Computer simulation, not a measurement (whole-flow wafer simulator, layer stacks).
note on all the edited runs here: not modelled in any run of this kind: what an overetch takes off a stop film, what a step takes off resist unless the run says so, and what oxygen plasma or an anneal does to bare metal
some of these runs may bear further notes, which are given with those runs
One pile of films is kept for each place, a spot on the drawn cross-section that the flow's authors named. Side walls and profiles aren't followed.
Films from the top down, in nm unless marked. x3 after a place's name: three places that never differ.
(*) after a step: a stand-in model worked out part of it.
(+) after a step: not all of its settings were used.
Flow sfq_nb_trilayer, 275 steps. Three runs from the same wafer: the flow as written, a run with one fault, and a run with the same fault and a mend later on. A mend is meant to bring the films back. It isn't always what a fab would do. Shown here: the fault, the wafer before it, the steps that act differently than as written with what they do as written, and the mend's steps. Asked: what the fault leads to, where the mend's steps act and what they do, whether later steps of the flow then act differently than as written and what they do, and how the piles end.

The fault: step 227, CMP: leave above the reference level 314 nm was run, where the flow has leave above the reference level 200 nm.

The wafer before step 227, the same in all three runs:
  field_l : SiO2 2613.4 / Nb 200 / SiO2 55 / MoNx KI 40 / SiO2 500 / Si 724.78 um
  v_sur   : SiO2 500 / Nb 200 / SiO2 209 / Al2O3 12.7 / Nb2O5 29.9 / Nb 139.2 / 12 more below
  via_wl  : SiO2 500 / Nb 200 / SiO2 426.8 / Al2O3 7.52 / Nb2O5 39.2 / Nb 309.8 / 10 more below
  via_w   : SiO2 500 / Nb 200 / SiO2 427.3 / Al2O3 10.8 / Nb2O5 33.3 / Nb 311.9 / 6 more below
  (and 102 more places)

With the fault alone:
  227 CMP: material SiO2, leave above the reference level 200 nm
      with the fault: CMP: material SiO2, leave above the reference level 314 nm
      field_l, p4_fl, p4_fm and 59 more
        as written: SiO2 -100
        with the fault: nothing
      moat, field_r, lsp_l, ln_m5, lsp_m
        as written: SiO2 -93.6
        with the fault: nothing
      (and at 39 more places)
  Later steps of the flow that act differently than as written (6 more steps differ only slightly, by at most 2% or 0.5 nm, whichever is larger, and aren't shown):
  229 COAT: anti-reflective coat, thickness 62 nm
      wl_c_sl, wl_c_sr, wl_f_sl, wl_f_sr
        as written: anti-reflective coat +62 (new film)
        with the fault: anti-reflective coat +63.9 (new film)
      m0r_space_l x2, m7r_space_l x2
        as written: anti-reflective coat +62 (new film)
        with the fault: anti-reflective coat +64 (new film)
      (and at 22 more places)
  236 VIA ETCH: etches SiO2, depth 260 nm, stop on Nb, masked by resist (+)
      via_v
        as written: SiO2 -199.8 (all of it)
        with the fault: SiO2 -260
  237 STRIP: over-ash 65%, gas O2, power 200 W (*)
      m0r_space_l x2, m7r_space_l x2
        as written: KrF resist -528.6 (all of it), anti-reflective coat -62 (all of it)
        with the fault: KrF resist -530.6 (all of it), anti-reflective coat -64 (all of it)
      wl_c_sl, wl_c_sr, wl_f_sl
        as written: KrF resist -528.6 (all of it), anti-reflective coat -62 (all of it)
        with the fault: KrF resist -530.4 (all of it), anti-reflective coat -63.9 (all of it)
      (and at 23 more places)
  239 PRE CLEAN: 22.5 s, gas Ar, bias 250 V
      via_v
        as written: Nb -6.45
        with the fault: SiO2 -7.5
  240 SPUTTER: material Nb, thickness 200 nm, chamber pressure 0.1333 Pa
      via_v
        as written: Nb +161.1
        with the fault: Nb +146.9 (new film)
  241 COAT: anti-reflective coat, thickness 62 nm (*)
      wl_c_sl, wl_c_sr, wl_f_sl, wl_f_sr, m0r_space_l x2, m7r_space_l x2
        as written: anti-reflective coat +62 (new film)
        with the fault: anti-reflective coat +63.8 (new film)
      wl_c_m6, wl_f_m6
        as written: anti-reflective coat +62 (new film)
        with the fault: anti-reflective coat +57.5 (new film)
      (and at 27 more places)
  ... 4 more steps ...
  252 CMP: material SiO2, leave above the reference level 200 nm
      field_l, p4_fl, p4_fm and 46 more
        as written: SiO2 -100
        with the fault: SiO2 -86
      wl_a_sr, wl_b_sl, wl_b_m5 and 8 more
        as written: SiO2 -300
        with the fault: SiO2 -286
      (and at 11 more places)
  At the end the piles differ from the flow's by more than 2% or 0.5 nm, whichever is larger, at field_l, v_sur, via_wl and 103 more.
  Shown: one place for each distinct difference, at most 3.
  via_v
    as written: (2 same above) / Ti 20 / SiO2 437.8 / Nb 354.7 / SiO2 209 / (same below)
    with the fault: (2 same above) / Ti 20 / SiO2 513.3 / Nb 146.9 / SiO2 46.3 / Nb 200 / SiO2 209 / (same below)
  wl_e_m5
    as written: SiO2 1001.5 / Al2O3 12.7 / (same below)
    with the fault: SiO2 1115.5 / Al2O3 12.7 / (same below)
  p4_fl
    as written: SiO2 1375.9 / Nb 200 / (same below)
    with the fault: SiO2 1489.9 / Nb 200 / (same below)

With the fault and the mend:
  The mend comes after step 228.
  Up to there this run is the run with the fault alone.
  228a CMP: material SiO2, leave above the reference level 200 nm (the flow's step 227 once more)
      field_l, p4_fl, p4_fm and 59 more
        SiO2 -100
      v_sur, via_wl, via_w and 33 more
        SiO2 -114
      moat, field_r, lsp_l, ln_m5, lsp_m
        SiO2 -93.6
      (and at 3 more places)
  No later step of the flow acts differently than as written at any place that is followed.
  At the end the piles are the same as the flow's at every place that both follow.
